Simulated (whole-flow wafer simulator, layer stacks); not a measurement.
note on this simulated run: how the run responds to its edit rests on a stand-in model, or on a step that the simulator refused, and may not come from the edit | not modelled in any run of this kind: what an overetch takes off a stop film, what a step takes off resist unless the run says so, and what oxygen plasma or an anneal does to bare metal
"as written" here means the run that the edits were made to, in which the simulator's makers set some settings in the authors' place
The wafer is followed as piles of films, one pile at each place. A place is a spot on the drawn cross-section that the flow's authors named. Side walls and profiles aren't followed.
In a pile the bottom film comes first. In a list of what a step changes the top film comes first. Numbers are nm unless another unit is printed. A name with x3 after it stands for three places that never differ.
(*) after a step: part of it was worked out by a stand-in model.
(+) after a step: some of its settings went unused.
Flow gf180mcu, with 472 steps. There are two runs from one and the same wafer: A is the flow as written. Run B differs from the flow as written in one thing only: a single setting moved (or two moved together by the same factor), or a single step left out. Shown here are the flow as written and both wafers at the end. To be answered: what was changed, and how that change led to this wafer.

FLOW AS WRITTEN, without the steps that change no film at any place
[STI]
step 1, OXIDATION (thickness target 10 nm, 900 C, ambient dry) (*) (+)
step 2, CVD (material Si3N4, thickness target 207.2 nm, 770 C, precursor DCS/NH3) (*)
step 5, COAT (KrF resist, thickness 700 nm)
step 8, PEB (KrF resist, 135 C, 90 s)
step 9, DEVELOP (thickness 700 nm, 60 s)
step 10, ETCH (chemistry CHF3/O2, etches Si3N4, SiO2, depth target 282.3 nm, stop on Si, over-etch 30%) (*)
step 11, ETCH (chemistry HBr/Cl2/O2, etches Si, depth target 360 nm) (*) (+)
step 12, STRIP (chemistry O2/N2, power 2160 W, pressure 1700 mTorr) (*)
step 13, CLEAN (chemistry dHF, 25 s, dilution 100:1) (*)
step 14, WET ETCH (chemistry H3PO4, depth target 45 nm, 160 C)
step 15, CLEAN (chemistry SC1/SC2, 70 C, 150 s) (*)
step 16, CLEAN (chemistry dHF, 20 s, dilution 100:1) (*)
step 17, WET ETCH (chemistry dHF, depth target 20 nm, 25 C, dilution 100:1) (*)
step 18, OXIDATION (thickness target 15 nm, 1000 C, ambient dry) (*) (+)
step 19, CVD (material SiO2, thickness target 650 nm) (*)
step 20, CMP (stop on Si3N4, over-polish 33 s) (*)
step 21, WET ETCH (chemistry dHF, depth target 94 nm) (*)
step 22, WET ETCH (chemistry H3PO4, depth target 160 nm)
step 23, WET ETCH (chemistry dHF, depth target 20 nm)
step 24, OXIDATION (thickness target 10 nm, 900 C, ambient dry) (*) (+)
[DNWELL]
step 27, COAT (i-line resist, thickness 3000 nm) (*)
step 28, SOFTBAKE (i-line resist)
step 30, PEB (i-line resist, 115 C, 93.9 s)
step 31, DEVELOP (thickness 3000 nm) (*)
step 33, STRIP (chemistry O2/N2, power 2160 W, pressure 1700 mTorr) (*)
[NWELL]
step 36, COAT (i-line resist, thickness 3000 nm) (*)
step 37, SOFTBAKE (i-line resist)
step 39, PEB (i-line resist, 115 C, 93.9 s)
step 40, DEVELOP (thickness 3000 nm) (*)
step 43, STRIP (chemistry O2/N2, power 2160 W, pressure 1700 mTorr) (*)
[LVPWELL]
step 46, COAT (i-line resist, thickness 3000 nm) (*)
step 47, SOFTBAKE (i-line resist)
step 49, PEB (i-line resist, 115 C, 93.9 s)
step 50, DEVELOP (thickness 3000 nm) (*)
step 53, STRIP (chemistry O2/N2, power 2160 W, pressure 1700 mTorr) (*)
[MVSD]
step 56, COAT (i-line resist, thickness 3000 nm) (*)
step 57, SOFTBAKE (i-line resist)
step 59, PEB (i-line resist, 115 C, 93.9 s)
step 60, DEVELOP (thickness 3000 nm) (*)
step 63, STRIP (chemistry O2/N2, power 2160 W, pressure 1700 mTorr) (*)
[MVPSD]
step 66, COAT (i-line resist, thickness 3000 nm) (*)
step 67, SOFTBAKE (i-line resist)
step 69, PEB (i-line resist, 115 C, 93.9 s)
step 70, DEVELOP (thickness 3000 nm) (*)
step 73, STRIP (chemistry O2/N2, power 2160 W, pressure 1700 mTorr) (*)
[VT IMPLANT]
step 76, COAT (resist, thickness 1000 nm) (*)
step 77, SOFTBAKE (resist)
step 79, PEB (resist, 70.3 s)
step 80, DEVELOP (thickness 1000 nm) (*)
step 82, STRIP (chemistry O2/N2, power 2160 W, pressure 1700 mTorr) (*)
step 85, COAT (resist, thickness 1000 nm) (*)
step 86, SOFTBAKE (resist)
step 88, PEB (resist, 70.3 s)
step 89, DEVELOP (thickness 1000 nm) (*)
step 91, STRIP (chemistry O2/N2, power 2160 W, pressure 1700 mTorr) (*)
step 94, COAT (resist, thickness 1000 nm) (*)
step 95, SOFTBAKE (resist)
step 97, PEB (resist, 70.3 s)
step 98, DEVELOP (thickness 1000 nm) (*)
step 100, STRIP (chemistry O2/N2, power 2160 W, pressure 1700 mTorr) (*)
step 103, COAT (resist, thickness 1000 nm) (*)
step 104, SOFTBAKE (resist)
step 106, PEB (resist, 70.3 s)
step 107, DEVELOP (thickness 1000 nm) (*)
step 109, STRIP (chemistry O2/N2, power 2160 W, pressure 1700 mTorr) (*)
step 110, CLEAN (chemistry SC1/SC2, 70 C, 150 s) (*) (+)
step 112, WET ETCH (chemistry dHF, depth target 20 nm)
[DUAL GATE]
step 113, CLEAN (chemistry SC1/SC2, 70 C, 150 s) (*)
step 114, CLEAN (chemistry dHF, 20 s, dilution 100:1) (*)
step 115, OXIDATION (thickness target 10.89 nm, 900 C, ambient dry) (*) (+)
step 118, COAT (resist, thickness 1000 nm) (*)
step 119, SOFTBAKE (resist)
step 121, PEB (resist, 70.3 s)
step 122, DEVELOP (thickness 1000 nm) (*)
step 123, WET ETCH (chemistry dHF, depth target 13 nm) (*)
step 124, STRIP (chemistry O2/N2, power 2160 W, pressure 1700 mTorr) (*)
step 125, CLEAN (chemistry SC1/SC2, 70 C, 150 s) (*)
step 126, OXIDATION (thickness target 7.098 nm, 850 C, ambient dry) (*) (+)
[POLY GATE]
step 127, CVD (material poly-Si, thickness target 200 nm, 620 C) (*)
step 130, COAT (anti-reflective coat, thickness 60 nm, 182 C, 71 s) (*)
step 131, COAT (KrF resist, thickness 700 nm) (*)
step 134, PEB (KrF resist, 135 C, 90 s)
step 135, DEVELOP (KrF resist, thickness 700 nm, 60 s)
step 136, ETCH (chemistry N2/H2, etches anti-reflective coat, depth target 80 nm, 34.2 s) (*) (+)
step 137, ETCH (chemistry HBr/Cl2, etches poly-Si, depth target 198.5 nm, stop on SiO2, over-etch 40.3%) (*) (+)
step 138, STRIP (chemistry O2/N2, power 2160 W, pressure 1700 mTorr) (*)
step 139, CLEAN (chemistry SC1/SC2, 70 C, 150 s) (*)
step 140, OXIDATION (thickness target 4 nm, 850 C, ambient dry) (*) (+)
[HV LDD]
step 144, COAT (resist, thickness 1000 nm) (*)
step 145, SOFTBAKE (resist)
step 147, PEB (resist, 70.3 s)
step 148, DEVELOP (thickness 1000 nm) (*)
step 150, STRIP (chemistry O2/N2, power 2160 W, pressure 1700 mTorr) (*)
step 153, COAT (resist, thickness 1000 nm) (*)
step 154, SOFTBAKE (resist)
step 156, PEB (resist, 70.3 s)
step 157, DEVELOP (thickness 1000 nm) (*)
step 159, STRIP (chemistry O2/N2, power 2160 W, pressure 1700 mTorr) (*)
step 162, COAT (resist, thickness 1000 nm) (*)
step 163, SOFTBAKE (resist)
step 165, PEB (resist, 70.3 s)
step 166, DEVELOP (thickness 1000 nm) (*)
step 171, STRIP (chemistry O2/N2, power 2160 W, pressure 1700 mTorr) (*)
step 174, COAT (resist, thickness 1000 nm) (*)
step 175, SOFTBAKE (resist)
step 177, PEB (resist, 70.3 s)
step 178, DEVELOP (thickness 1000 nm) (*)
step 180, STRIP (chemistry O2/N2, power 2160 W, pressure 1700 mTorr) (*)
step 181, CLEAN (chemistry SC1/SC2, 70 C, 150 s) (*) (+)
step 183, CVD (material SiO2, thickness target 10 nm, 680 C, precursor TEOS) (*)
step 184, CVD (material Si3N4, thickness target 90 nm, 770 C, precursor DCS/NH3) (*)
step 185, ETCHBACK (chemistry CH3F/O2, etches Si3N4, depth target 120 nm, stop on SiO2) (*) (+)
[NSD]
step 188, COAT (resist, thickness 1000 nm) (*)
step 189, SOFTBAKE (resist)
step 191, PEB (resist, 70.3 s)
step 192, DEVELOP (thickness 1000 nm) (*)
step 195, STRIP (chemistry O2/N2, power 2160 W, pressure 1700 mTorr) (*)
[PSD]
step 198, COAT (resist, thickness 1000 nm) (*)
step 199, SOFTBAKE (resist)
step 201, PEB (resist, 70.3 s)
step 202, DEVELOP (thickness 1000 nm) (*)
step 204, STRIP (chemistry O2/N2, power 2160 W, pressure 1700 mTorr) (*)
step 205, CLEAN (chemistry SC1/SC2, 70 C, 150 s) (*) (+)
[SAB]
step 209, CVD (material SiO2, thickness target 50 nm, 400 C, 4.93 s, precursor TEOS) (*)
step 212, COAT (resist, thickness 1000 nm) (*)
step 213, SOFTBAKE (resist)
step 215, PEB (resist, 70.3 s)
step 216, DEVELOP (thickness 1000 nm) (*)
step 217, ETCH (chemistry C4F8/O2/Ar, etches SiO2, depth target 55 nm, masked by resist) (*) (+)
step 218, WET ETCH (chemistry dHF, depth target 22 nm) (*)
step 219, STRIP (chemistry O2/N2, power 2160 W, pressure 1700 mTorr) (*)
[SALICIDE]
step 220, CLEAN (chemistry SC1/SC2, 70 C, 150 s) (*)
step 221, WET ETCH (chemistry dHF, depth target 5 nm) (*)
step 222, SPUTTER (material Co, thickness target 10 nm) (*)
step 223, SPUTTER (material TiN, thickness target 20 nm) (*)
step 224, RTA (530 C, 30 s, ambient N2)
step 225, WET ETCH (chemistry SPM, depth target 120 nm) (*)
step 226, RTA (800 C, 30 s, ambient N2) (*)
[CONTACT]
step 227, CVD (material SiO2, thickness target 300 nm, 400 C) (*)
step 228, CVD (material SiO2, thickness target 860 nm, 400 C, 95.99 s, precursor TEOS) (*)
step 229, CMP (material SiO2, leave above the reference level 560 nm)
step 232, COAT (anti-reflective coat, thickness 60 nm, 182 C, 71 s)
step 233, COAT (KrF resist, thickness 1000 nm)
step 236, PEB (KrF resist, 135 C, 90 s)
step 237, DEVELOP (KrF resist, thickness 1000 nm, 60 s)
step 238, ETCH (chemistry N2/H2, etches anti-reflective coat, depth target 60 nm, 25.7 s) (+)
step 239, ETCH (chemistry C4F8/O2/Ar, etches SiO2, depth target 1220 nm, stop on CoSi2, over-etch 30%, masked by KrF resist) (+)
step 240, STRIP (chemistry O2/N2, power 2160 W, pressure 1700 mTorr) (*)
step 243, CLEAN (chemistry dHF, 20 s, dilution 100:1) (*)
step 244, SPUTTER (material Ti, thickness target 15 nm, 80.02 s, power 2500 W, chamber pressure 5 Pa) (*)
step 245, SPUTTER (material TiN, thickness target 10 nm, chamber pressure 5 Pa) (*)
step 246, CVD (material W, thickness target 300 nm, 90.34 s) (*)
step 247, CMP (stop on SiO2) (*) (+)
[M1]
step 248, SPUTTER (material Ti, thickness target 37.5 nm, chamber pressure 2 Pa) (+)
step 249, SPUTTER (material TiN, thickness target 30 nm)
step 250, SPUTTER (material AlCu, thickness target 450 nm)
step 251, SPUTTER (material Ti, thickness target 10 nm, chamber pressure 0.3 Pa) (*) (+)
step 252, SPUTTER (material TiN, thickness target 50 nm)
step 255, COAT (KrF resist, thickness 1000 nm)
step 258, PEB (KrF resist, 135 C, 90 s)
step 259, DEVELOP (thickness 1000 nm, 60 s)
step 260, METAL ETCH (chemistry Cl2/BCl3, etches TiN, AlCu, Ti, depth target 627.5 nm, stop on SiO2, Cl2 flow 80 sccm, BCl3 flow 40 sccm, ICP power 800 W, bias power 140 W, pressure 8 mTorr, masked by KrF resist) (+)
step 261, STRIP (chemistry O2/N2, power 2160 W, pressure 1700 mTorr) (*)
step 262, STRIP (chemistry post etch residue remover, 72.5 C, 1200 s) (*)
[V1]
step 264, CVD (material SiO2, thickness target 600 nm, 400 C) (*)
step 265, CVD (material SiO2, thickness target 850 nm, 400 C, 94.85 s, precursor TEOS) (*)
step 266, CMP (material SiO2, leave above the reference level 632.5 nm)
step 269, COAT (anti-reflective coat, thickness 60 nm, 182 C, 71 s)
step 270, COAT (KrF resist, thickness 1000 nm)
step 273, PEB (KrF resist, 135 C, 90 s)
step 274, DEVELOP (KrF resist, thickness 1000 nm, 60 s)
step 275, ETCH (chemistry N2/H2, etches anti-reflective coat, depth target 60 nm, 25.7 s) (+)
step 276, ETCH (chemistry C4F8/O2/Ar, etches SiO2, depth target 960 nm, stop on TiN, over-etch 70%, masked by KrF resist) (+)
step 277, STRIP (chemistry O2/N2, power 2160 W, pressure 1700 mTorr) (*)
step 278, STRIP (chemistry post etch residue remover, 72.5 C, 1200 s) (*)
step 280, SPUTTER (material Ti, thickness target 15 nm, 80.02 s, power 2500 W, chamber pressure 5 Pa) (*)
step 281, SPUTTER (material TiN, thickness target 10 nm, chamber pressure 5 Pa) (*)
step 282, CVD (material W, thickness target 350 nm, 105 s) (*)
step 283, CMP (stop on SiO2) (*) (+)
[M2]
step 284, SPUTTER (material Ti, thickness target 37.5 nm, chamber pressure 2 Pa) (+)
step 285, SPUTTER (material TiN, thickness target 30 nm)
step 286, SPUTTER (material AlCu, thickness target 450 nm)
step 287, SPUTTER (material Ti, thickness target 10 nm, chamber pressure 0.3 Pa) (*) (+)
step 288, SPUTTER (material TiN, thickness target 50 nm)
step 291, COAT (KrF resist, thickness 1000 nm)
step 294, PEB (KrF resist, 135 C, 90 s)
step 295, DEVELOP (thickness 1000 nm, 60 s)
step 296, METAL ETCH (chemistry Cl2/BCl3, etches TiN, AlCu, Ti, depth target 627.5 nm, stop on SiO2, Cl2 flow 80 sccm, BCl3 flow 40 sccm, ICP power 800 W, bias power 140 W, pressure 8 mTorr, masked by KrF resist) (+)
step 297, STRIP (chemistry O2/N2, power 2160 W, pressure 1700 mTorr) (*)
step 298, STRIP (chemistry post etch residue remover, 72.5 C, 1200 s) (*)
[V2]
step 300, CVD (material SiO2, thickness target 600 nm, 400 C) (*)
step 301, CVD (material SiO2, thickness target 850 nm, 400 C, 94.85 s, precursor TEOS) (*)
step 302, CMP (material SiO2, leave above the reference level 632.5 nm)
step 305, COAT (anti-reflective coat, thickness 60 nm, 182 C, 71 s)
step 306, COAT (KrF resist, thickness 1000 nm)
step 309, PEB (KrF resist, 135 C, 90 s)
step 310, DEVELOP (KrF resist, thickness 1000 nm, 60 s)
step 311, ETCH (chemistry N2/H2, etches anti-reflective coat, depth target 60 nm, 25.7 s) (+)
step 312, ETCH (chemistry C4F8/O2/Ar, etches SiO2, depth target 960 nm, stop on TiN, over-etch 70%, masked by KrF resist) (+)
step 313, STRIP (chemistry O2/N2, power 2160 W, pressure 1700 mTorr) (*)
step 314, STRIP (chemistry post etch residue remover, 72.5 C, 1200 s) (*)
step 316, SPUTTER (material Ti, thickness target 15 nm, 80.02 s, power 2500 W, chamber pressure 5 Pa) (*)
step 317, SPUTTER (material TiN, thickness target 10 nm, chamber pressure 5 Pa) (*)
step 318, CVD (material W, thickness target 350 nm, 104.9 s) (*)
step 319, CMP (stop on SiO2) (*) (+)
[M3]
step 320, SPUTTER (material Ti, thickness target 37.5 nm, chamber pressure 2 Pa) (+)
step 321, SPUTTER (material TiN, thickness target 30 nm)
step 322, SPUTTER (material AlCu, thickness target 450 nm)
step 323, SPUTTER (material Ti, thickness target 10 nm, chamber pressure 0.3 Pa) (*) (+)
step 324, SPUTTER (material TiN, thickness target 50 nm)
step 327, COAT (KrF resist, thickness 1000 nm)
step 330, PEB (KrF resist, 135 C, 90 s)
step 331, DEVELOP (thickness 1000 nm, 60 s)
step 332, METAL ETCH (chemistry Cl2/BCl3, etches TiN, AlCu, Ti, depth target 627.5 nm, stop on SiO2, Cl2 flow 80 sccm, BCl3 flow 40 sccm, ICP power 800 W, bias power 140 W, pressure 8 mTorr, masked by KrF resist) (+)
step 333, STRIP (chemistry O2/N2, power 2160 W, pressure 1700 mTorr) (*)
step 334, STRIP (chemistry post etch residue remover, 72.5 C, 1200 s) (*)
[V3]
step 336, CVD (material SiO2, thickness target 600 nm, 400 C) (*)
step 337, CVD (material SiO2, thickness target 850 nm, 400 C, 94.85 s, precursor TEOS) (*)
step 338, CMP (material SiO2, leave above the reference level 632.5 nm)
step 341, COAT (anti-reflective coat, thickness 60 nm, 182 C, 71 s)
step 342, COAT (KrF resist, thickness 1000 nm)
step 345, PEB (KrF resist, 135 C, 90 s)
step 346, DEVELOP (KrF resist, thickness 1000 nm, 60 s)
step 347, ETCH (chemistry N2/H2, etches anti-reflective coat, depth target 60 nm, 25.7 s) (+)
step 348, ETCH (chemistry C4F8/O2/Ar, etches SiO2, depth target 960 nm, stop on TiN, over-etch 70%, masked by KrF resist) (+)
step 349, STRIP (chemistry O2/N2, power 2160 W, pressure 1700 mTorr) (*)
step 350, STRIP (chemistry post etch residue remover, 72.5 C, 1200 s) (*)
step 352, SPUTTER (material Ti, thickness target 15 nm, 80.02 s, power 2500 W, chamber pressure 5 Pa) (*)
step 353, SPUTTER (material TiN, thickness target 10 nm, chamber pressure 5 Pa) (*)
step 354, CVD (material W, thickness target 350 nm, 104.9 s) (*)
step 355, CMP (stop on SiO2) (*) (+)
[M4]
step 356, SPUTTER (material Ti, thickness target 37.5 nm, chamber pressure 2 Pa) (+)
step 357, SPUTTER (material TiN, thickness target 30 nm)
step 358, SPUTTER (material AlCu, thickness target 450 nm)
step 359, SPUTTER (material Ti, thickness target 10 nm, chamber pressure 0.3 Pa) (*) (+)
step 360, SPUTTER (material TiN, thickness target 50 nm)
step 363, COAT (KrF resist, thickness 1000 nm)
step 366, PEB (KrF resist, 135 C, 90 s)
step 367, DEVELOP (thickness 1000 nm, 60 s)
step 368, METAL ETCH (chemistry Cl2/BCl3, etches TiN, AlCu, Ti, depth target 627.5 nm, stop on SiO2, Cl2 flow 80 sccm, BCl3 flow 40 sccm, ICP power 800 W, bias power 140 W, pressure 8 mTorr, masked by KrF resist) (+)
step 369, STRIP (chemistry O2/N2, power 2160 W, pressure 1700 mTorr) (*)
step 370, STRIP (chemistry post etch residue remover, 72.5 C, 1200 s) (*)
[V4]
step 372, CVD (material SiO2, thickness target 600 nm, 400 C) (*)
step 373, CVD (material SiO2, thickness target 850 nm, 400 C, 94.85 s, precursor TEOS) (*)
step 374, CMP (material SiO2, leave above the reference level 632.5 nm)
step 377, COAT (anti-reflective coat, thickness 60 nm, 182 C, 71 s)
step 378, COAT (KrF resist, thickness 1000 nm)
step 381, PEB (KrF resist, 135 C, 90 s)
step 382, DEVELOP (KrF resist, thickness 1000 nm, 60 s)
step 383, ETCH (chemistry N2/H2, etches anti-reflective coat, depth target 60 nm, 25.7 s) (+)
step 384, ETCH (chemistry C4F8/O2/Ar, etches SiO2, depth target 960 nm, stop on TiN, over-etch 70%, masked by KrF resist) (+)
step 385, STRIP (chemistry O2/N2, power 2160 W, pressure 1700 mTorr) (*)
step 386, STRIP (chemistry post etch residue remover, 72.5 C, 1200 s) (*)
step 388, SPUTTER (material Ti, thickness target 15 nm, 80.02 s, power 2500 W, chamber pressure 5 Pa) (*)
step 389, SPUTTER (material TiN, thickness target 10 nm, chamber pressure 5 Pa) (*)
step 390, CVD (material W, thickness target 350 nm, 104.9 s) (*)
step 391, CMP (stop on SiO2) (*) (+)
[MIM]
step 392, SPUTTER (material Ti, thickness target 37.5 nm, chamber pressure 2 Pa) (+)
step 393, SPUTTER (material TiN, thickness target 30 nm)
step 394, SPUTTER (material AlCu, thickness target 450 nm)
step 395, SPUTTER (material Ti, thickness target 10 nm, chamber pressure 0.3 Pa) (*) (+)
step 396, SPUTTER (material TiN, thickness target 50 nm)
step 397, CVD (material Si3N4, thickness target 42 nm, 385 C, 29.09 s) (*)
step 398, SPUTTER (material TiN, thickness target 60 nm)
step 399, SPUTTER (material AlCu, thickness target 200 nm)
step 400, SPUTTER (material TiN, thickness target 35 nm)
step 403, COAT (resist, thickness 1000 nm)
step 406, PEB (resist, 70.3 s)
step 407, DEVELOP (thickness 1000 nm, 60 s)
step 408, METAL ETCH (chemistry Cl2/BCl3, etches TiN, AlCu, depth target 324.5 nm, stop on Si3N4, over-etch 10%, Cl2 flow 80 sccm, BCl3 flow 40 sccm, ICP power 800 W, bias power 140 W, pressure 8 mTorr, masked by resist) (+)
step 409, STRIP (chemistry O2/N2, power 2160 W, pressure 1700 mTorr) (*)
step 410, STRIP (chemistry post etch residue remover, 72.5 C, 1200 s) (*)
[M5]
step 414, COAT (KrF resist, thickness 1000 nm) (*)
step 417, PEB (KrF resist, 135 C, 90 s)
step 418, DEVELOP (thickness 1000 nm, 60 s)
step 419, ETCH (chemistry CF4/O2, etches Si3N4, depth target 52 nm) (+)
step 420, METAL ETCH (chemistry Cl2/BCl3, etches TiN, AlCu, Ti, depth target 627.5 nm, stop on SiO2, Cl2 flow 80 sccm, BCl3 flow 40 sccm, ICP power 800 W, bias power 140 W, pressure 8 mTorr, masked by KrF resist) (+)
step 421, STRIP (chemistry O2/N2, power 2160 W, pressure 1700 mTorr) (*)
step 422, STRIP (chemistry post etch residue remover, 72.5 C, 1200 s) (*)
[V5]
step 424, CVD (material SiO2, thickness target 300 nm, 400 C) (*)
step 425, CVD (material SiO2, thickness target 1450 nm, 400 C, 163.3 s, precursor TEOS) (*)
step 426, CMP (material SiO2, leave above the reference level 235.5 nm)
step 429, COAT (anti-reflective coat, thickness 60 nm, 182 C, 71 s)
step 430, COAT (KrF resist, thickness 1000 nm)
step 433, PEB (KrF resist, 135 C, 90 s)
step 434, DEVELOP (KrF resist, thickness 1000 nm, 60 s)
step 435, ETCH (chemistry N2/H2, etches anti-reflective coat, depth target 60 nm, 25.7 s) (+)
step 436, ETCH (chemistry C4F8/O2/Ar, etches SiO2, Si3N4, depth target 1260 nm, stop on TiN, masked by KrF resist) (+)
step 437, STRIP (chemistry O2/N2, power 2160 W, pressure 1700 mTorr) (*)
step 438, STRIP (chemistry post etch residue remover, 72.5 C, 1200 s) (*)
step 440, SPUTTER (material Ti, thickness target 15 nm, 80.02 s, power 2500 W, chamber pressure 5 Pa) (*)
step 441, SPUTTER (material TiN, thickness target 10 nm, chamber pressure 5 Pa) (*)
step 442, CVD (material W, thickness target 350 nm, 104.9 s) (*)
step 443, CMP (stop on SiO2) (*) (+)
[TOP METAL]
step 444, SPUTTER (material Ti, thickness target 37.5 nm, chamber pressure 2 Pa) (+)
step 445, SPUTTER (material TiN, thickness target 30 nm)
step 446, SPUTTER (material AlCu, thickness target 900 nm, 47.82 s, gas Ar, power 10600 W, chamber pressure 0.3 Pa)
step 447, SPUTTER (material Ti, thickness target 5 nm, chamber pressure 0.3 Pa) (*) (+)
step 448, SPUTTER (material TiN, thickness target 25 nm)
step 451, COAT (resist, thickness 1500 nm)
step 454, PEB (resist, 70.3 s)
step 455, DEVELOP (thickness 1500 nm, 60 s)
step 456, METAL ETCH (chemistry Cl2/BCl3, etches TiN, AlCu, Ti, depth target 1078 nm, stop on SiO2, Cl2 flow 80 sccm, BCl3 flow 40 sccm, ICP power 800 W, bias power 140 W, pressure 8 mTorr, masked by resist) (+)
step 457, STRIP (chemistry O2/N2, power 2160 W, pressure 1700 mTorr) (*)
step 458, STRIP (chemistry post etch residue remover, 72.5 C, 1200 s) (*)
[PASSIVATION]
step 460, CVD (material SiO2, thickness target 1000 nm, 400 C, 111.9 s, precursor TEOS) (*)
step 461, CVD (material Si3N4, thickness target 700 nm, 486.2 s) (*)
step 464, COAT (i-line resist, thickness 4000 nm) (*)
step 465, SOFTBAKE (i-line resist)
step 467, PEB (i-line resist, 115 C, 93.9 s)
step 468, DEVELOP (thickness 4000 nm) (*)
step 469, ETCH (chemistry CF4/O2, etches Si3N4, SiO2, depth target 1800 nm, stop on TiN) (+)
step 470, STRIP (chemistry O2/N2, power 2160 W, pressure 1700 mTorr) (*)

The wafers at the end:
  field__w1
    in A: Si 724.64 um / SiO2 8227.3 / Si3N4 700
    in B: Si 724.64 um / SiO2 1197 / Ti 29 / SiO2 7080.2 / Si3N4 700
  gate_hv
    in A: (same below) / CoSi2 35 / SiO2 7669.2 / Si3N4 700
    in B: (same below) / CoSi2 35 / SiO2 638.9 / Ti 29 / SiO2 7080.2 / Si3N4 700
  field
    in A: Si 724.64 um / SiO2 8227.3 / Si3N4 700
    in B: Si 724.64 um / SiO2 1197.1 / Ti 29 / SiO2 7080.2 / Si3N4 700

What caused this: step 250, SPUTTER: thickness target 529 nm was run, though the flow has thickness target 450 nm.

The path from the change to this, step by step:
  step 250, SPUTTER (material AlCu, thickness target 450 nm)
      field, field__w1, field__w2 and 108 more: A AlCu gains 450 (new film) | B AlCu gains 529 (new film)
  step 260, METAL ETCH (chemistry Cl2/BCl3, etches TiN, AlCu, Ti, depth target 627.5 nm, stop on SiO2, Cl2 flow 80 sccm, BCl3 flow 40 sccm, ICP power 800 W, bias power 140 W, pressure 8 mTorr, masked by KrF resist) (+)
      field, field__w1, field__w2 and 99 more: A TiN loses 50 (all of it), Ti loses 10 (all of it), AlCu loses 450 (all of it), TiN loses 30 (all of it), Ti loses 37.5 (all of it) | B TiN loses 50 (all of it), Ti loses 10 (all of it), AlCu loses 529 (all of it), TiN loses 30 (all of it), Ti loses 8.5
  step 264, CVD (material SiO2, thickness target 600 nm, 400 C) (*)
      field, field__w1, field__w2 and 99 more: A SiO2 gains 600 | B SiO2 gains 600 (new film)
  step 266, CMP (material SiO2, leave above the reference level 632.5 nm)
      field, field__w1, field__w2 and 99 more: A SiO2 loses 300 | B SiO2 loses 250
If metal films that touch count as one body, field__w1 has 1 body; the flow as written gives 0 bodies.
If metal films that touch count as one body, gate_hv has 2 bodies (between them, from the top down: SiO2 638.9); the flow as written gives 1 body.
If metal films that touch count as one body, field has 1 body; the flow as written gives 0 bodies.
